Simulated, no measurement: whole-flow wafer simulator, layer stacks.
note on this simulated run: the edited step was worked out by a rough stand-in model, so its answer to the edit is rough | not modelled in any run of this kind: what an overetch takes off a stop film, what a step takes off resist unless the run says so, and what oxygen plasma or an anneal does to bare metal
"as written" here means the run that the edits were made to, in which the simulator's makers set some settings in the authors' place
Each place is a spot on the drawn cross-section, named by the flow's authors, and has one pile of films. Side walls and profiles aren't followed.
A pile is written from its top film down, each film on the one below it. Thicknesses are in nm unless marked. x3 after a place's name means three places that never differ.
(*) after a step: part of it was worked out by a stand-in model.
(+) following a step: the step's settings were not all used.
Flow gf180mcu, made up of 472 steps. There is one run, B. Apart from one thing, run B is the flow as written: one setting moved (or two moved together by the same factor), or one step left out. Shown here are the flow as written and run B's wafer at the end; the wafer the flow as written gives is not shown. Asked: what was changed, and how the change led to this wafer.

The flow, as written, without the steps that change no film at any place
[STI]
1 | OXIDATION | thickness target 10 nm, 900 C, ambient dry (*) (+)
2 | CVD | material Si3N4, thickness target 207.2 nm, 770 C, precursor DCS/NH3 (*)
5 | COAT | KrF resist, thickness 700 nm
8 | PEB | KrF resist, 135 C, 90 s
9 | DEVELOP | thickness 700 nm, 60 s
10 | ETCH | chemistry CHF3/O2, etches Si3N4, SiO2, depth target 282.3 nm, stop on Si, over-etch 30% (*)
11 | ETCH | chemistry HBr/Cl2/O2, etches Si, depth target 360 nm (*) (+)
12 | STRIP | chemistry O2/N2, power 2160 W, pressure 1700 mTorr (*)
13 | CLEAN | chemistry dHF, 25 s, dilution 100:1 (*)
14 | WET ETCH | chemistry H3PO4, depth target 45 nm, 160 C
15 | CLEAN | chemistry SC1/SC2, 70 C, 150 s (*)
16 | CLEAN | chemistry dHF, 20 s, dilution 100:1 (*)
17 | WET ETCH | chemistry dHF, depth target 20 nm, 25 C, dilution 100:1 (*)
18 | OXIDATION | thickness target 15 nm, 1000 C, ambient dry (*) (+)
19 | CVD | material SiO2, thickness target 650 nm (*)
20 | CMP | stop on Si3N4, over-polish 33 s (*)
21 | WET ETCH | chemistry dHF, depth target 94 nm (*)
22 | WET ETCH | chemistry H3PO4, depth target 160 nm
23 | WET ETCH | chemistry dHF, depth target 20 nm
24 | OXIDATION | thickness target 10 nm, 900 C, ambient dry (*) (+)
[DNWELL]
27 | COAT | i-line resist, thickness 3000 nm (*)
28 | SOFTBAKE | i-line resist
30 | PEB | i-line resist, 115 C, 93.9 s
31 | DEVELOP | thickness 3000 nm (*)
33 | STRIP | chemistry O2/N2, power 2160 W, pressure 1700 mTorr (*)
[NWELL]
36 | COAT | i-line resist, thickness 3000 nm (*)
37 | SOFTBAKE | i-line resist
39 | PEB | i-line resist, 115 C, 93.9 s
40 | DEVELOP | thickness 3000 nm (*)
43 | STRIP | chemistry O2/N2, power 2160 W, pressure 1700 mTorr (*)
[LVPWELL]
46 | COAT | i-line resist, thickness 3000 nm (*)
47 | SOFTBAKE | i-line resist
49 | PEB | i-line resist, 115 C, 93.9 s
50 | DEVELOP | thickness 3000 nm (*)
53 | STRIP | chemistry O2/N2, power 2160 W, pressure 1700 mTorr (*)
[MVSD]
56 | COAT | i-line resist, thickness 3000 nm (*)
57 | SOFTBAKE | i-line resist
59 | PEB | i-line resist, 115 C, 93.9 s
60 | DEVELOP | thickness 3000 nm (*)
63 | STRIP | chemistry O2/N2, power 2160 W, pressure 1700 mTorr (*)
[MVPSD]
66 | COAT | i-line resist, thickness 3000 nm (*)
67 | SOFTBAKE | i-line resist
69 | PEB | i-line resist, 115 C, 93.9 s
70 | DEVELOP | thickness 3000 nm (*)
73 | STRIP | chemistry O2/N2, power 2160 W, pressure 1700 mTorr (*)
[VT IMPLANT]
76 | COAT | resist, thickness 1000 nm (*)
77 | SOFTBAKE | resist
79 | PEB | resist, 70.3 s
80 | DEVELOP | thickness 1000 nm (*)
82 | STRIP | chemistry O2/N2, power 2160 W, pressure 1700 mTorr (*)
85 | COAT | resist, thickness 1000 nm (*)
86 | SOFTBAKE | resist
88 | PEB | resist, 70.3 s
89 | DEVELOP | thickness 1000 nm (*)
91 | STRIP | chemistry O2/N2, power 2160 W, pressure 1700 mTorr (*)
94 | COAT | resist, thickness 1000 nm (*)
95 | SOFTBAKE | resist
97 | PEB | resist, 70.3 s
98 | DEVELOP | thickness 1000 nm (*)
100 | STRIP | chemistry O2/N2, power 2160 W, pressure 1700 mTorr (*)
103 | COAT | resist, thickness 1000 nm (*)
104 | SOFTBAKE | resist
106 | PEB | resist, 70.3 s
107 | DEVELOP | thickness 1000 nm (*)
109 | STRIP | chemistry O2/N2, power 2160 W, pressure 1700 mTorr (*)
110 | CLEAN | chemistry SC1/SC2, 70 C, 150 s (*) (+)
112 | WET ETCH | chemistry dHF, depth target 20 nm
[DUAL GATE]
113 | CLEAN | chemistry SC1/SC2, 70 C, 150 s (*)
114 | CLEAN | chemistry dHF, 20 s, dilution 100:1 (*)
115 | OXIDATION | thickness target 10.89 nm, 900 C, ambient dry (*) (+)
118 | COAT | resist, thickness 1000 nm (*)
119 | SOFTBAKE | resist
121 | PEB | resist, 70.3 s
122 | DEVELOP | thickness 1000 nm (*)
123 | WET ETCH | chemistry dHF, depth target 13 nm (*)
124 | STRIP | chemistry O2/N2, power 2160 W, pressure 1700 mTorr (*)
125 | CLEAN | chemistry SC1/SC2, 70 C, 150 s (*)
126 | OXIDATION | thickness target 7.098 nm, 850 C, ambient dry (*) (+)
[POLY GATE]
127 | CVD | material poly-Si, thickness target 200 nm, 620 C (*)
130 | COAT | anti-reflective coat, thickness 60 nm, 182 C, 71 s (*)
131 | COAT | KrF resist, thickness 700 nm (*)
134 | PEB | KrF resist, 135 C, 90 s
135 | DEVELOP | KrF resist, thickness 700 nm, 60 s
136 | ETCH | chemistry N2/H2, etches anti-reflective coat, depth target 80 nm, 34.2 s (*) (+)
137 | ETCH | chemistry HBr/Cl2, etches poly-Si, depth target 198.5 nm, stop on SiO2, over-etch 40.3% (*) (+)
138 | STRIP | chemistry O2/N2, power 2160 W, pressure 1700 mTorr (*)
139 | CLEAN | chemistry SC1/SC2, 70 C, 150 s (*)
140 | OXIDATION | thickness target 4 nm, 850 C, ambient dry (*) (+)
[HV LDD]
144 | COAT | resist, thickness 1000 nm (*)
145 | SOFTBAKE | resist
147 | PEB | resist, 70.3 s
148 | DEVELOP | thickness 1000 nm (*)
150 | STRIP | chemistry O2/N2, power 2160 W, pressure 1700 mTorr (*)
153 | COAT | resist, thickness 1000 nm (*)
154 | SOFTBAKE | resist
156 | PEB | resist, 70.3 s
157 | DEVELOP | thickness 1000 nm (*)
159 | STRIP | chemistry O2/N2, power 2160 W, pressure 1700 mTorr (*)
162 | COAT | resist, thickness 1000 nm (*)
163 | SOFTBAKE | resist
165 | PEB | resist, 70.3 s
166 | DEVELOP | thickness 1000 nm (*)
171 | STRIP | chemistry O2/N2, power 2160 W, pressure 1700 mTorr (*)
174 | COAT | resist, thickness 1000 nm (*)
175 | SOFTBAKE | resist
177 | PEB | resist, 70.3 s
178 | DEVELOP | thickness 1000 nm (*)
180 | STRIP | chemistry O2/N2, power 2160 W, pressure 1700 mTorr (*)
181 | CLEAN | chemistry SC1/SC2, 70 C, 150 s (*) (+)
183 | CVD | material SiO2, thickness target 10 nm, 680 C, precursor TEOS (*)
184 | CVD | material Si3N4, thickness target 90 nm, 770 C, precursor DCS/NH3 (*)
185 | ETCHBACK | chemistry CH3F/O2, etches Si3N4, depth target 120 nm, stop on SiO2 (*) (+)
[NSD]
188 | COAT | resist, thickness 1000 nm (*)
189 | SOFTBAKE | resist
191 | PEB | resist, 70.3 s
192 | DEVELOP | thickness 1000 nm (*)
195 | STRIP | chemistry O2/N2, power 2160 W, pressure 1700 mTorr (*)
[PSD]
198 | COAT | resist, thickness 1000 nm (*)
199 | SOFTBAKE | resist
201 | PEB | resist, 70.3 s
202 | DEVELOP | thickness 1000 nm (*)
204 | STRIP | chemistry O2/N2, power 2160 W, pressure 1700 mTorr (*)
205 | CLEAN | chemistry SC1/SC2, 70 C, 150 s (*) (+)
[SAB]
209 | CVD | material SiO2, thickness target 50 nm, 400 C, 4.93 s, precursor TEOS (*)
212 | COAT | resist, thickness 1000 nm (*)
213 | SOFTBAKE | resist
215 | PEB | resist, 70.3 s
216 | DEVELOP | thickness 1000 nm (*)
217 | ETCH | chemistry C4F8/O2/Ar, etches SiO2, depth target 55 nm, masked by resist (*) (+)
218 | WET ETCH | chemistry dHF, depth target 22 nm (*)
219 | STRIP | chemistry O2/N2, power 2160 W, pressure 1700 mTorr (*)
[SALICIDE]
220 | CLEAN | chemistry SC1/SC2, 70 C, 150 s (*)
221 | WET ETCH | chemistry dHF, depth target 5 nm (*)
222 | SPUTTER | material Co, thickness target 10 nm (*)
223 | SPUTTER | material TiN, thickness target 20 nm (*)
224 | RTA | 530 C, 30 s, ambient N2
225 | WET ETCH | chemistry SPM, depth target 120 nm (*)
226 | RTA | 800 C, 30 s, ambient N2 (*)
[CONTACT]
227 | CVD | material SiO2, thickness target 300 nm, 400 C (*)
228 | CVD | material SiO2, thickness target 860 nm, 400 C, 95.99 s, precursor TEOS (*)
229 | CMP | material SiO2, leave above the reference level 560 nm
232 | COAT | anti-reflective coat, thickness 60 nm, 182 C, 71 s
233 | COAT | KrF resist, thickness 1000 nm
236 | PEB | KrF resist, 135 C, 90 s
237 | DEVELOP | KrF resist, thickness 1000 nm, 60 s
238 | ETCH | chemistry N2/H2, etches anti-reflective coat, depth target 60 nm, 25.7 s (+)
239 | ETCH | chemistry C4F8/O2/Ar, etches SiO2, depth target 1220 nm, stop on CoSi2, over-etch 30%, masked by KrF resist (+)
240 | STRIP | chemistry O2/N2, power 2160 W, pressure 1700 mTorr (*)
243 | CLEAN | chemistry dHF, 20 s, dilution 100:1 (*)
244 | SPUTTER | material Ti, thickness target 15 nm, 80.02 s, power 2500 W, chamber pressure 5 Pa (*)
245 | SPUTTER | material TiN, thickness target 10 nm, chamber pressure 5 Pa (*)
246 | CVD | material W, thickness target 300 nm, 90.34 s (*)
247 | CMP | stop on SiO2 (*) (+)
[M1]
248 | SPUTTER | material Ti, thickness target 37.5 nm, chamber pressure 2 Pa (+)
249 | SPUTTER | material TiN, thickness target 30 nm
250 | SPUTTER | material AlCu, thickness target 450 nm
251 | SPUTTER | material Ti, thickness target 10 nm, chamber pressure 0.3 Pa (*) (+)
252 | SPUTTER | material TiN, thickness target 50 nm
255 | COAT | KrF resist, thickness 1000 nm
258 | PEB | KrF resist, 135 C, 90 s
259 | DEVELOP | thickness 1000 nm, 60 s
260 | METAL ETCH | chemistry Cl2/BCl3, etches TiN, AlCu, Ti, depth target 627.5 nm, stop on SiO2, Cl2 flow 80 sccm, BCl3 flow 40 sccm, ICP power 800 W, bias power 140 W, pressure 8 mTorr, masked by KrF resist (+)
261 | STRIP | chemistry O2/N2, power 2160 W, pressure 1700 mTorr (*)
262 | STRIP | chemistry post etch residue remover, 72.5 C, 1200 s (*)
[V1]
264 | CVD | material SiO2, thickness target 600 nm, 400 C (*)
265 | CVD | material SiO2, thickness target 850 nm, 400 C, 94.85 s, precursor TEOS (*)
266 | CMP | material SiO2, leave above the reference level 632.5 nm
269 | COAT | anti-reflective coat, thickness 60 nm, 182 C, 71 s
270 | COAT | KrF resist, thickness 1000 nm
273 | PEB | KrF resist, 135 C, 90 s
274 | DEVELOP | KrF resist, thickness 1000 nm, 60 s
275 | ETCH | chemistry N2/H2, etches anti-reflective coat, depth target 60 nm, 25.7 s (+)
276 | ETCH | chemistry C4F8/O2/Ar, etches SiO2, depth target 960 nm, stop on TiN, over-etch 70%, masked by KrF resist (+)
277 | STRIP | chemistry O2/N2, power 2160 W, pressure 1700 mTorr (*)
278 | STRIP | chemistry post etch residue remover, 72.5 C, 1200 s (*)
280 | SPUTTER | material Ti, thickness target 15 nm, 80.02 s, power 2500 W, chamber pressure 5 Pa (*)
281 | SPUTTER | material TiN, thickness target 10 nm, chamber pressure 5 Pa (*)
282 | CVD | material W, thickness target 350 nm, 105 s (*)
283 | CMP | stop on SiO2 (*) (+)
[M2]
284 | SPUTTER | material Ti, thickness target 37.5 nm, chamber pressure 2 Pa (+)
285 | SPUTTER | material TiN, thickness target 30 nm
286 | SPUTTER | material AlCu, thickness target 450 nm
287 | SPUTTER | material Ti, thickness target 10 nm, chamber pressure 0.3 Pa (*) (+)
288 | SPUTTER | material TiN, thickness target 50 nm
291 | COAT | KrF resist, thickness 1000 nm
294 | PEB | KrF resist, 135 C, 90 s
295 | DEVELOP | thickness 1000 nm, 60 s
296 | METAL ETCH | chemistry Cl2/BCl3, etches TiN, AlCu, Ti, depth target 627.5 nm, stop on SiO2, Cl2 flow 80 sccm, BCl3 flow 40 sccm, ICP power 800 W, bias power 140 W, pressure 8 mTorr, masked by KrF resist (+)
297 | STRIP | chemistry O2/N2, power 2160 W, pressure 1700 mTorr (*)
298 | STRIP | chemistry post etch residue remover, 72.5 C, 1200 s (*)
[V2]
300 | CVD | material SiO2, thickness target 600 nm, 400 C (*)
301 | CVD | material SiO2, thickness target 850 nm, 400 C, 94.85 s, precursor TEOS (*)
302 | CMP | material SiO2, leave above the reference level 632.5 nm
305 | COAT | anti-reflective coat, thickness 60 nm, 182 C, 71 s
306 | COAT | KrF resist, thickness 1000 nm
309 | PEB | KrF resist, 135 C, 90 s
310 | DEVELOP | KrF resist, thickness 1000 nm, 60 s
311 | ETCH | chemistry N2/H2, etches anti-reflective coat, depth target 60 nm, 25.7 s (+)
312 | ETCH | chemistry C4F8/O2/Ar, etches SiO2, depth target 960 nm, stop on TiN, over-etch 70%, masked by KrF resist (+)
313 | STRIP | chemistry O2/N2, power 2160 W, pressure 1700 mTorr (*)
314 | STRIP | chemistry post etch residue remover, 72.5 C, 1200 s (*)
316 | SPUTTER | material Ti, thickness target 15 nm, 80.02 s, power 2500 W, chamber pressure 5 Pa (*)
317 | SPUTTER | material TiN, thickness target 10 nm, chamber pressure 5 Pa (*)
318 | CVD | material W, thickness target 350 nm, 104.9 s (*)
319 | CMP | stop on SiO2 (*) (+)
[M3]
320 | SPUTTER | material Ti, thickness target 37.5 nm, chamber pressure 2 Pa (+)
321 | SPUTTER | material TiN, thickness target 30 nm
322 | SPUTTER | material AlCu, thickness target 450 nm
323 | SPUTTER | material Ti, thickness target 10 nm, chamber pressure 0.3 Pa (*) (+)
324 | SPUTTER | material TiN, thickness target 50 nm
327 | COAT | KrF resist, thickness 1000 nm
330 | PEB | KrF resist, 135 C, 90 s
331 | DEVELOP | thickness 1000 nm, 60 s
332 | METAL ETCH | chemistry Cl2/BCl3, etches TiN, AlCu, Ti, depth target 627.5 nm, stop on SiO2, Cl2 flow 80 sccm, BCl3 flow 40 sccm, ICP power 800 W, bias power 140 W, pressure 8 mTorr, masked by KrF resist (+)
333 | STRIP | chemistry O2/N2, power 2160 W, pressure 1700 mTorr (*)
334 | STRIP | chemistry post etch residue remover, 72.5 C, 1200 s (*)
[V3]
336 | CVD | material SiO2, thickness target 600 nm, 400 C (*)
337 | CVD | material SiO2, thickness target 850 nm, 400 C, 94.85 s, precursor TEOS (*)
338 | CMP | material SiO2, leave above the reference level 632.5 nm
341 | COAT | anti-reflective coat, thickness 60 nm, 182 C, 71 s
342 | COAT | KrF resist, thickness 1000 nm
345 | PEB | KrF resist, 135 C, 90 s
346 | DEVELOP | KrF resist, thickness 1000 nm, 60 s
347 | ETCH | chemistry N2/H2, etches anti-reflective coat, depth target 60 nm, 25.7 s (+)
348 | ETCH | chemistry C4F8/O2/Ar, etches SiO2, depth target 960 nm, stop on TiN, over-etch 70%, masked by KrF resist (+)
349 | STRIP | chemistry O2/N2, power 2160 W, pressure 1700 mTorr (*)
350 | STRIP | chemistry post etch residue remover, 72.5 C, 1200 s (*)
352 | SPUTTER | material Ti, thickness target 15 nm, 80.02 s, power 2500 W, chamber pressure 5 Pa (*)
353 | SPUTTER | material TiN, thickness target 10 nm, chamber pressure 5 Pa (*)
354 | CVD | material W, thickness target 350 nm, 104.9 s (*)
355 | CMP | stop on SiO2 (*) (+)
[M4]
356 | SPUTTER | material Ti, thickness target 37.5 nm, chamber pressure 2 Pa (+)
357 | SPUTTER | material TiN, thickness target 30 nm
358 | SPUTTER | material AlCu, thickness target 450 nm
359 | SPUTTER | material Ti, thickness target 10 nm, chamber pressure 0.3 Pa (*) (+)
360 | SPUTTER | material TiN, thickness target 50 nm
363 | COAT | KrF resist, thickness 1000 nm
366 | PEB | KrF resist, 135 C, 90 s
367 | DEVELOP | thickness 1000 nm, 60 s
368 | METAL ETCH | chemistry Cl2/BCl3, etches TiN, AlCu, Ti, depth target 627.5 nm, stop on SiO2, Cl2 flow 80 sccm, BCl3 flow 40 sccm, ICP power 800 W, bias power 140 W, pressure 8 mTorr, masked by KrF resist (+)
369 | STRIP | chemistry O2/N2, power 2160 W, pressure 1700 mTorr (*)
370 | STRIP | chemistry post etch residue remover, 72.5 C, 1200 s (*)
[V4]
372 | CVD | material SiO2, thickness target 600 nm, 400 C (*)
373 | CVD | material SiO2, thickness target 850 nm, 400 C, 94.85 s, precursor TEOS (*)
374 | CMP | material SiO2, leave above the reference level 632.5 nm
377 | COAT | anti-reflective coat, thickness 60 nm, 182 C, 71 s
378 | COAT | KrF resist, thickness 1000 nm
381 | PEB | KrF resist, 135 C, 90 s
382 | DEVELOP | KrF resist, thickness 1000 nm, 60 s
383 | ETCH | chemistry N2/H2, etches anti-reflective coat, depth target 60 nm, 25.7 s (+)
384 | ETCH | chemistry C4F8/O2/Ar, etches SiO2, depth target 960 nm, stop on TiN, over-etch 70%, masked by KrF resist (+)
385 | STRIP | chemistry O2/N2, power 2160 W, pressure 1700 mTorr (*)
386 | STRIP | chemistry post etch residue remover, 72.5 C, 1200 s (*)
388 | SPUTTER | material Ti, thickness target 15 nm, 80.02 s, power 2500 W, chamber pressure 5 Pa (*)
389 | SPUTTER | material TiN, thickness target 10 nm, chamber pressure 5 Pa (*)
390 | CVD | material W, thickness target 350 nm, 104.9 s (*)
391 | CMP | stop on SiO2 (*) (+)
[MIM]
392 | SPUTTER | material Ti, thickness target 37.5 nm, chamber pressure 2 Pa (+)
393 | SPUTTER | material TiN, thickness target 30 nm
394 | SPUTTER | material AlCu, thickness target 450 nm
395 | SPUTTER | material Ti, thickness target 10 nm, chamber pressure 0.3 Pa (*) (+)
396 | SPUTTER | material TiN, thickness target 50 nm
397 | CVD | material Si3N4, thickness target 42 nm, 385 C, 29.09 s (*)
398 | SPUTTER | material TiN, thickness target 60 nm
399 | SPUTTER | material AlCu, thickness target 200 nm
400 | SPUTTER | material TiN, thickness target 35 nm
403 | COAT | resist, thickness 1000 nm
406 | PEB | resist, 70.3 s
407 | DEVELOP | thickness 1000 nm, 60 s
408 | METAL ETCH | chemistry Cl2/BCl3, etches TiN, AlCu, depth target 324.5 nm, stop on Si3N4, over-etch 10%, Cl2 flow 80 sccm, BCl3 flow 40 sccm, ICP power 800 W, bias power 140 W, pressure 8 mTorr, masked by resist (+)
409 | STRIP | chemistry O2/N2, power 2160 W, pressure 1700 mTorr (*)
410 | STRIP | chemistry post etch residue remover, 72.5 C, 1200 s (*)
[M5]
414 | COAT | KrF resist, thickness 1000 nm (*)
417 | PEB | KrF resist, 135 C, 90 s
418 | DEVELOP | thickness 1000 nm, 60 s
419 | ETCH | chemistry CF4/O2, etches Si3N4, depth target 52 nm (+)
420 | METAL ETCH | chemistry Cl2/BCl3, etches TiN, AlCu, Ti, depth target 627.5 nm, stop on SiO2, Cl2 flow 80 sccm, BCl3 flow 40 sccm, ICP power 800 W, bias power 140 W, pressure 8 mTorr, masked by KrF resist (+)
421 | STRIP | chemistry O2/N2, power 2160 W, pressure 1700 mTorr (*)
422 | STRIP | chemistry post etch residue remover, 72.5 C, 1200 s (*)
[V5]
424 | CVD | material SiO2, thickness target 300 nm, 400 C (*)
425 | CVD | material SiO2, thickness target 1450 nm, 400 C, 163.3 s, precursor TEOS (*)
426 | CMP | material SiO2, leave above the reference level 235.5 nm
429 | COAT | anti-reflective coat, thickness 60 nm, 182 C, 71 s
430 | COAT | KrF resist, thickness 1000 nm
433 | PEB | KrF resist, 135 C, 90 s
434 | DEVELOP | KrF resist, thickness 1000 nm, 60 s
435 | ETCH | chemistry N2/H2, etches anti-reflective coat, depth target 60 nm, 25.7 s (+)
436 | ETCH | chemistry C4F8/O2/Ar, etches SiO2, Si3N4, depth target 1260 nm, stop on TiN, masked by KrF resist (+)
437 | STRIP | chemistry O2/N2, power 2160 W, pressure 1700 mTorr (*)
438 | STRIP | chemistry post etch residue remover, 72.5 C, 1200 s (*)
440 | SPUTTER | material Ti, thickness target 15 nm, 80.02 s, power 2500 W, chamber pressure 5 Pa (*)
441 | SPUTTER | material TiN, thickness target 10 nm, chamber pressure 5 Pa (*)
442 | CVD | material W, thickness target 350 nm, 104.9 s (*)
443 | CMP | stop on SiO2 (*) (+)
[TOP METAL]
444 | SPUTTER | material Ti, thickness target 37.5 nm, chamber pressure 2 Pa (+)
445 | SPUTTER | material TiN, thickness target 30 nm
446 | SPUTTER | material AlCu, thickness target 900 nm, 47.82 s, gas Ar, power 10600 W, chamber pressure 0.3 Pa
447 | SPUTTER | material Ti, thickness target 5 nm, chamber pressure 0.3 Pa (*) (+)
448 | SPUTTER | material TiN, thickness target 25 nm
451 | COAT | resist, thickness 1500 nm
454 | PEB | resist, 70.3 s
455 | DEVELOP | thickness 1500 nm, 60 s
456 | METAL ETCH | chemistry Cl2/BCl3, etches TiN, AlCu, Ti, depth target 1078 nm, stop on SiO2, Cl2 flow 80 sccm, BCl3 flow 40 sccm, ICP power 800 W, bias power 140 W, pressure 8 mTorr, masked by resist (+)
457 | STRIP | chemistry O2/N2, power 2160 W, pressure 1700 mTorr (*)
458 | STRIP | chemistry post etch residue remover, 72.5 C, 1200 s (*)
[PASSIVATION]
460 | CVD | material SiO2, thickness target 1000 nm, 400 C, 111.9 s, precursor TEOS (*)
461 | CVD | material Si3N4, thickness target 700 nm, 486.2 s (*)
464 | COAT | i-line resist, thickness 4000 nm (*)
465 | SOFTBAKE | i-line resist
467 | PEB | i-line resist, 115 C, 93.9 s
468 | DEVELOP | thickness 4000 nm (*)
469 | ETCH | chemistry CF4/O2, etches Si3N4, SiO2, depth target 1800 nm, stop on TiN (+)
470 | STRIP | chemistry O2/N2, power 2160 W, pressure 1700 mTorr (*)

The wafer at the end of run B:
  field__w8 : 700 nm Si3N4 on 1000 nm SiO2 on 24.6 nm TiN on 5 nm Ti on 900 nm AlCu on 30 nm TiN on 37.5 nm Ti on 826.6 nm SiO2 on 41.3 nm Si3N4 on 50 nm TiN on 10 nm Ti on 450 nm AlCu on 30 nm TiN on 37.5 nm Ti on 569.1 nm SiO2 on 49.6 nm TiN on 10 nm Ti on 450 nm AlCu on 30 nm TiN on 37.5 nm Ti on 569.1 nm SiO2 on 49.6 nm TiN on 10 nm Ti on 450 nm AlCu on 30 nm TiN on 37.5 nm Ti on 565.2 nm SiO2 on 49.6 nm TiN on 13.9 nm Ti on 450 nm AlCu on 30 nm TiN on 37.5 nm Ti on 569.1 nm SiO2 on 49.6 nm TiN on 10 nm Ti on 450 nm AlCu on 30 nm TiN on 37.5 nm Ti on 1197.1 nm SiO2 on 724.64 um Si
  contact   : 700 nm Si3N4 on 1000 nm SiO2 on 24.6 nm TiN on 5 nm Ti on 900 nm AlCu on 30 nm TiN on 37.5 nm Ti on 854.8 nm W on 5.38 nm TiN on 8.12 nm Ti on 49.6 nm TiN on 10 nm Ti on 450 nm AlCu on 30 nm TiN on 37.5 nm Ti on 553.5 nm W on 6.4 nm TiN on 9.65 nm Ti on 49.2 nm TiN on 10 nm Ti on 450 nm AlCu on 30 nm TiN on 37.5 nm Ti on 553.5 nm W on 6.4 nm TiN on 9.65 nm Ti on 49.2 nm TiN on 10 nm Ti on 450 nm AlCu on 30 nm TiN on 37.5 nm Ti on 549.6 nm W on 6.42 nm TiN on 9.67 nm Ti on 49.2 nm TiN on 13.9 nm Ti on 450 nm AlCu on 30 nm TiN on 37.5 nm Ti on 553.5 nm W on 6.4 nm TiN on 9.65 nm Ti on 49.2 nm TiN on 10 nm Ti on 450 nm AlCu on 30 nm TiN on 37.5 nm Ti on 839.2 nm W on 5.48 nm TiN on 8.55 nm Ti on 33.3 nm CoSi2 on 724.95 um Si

What caused this: step 287, SPUTTER: thickness target 13.9 nm was run, though the flow has thickness target 10 nm.
One can read it off the wafer: field__w8 has Ti 13.9, and step 287 as written asks for 10 nm.

How this came from the change, step by step:
  287 | SPUTTER | material Ti, thickness target 10 nm, chamber pressure 0.3 Pa (*) (+)
      field, field__w1, field__w2 and 108 more: +13.9 Ti (new film) (it would be, as written: +10 Ti (new film))
  296 | METAL ETCH | chemistry Cl2/BCl3, etches TiN, AlCu, Ti, depth target 627.5 nm, stop on SiO2, Cl2 flow 80 sccm, BCl3 flow 40 sccm, ICP power 800 W, bias power 140 W, pressure 8 mTorr, masked by KrF resist (+)
      field, field__w1, field__w2 and 103 more: -50 TiN (all of it), -13.9 Ti (all of it), -450 AlCu (all of it), -30 TiN (all of it), -37.5 Ti (all of it) (it would be, as written: -50 TiN (all of it), -10 Ti (all of it), -450 AlCu (all of it), -30 TiN (all of it), -37.5 Ti (all of it))
